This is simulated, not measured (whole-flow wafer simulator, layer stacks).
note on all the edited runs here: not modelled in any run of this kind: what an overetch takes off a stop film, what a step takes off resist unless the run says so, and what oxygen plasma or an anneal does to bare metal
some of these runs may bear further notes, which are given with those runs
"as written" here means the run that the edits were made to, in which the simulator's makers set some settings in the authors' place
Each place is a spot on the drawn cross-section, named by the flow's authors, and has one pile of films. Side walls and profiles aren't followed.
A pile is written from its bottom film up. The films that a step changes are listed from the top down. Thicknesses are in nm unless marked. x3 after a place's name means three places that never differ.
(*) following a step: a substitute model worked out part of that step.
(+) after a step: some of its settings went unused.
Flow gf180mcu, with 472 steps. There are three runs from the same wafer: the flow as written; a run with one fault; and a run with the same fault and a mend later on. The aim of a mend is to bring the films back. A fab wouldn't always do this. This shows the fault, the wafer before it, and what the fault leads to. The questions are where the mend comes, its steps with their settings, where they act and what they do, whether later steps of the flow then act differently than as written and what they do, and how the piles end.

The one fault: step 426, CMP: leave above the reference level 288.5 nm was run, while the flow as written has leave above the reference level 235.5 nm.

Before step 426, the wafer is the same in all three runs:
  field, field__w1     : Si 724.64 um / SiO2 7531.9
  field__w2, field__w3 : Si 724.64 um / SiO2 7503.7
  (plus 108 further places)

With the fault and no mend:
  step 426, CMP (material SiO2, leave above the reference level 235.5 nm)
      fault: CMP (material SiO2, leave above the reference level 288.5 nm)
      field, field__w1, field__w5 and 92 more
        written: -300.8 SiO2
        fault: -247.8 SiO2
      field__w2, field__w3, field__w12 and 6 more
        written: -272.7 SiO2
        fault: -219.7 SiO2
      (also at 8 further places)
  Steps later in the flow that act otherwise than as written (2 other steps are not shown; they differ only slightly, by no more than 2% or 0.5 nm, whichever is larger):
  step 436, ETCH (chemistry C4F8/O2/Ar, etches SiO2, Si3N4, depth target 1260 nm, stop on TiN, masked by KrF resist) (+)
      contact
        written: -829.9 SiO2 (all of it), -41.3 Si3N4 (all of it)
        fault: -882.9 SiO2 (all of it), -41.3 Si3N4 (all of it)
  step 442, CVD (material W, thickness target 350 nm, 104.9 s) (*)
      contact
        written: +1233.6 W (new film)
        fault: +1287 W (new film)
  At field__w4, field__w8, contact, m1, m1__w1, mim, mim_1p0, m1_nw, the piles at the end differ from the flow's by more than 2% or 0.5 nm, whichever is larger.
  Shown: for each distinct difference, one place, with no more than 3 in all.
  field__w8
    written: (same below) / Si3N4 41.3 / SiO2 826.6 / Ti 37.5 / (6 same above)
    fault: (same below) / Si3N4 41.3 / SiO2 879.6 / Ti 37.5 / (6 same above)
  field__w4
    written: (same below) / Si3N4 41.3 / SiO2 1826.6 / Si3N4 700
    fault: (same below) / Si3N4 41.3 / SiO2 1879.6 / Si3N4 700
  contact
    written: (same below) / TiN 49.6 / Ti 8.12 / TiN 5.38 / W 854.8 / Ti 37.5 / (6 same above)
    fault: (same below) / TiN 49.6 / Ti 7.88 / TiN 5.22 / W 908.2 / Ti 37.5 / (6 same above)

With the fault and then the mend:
  The mend follows step 434.
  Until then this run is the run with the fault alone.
  step 434a, STRIP (chemistry O2/N2, power 2160 W, pressure 1700 mTorr) (*)
      field, field__w1, field__w2 and 108 more
        -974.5 KrF resist (all of it), -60 anti-reflective coat (all of it)
      contact
        -60 anti-reflective coat (all of it)
  step 434b, CMP (material SiO2, leave above the reference level 235.5 nm) (the flow's step 426, run once more)
      field, field__w1, field__w2 and 109 more
        -53 SiO2
  step 434c, HMDS (120 C, 60 s) (the flow's step 428, run once more)
      does not change any film at any place that is followed
  step 434d, COAT (anti-reflective coat, thickness 60 nm, 182 C, 71 s) (the flow's step 429, run once more)
      field, field__w1, field__w2 and 109 more
        +60 anti-reflective coat (new film)
  step 434e, COAT (KrF resist, thickness 1000 nm) (the flow's step 430, run once more)
      field, field__w1, field__w2 and 109 more
        +1000 KrF resist (new film)
  step 434f, SOFTBAKE (KrF resist) (the flow's step 431, run once more)
      does not change any film at any place that is followed
  step 434g, EXPOSE (photomask Via5) (the flow's step 432, run once more)
      does not change any film at any place that is followed
  step 434h, PEB (KrF resist, 135 C, 90 s) (the flow's step 433, run once more)
      field, field__w1, field__w2 and 109 more
        -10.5 KrF resist
  step 434i, DEVELOP (KrF resist, thickness 1000 nm, 60 s) (the flow's step 434, run once more)
      field, field__w1, field__w2 and 108 more
        -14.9 KrF resist
      contact
        -989.5 KrF resist (all of it)
  Every later step of the flow that is run acts as written at every place that is followed.
  By the end, the piles equal the flow's at every place that both follow.
